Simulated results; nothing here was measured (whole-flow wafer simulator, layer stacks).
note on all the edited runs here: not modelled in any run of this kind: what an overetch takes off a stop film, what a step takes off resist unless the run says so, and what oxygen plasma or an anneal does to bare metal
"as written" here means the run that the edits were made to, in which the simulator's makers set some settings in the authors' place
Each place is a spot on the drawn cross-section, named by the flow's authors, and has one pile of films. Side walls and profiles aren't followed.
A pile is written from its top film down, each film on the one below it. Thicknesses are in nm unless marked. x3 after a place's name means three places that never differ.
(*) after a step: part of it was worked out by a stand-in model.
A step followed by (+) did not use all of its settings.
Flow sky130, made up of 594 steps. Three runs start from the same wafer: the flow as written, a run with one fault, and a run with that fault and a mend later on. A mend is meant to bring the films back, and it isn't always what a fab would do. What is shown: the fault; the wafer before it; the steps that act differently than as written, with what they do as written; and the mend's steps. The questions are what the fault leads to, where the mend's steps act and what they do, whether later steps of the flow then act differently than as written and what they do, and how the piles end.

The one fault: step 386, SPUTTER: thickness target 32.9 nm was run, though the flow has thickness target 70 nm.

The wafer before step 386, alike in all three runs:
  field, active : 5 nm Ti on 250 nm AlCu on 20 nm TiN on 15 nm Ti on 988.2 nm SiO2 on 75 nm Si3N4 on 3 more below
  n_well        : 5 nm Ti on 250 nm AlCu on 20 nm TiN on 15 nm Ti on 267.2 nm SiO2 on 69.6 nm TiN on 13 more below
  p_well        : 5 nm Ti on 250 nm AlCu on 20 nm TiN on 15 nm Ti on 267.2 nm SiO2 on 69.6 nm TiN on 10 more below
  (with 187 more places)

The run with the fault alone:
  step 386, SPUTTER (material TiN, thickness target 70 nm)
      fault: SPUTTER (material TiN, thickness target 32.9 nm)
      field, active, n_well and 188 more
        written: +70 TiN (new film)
        fault: +32.9 TiN (new film)
  Later steps of the flow acting differently than as written (not shown: 11 more steps that differ only slightly, by at most 2% or 0.5 nm, whichever is larger):
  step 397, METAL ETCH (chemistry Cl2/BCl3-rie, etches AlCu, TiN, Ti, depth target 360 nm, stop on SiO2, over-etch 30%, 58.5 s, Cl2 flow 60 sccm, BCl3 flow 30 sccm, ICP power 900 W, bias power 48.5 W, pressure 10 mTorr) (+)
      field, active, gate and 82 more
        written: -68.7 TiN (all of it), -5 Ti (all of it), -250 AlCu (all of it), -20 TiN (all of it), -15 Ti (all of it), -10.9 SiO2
        fault: -31.6 TiN (all of it), -5 Ti (all of it), -250 AlCu (all of it), -20 TiN (all of it), -15 Ti (all of it), -14.6 SiO2
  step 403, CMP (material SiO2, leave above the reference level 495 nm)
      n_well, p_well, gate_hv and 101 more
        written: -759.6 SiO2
        fault: -722.5 SiO2
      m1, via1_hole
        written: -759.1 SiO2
        fault: -722 SiO2
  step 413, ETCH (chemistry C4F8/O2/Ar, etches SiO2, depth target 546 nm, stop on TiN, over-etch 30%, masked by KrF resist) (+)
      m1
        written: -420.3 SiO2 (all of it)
        fault: -457.4 SiO2 (all of it)
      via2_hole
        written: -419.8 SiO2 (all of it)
        fault: -456.9 SiO2 (all of it)
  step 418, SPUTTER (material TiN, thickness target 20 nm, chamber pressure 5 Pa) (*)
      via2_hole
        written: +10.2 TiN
        fault: +9.69 TiN
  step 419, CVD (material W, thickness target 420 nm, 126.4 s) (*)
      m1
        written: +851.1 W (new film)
        fault: +888.7 W (new film)
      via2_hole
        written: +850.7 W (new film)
        fault: +888.3 W (new film)
  The piles end different from the flow's at n_well, p_well, gate_hv and 103 more by more than 2% or 0.5 nm, whichever is larger.
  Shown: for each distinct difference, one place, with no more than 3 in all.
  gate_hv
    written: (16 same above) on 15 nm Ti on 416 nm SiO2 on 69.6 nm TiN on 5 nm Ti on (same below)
    fault: (16 same above) on 15 nm Ti on 453.1 nm SiO2 on 32.5 nm TiN on 5 nm Ti on (same below)
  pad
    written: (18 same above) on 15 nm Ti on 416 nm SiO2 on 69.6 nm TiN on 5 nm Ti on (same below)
    fault: (18 same above) on 15 nm Ti on 453.1 nm SiO2 on 32.5 nm TiN on 5 nm Ti on (same below)
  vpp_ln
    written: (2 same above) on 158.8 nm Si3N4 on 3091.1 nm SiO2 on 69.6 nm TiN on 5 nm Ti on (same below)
    fault: (2 same above) on 158.8 nm Si3N4 on 3128.2 nm SiO2 on 32.5 nm TiN on 5 nm Ti on (same below)

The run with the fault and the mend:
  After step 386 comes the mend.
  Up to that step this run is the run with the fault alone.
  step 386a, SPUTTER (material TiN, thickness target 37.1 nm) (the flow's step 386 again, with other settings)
      field, active, n_well and 188 more
        +37.1 TiN
  Every later step of the flow that is run acts as written at every place that is followed.
  By the end, the piles equal the flow's at every place that both follow.
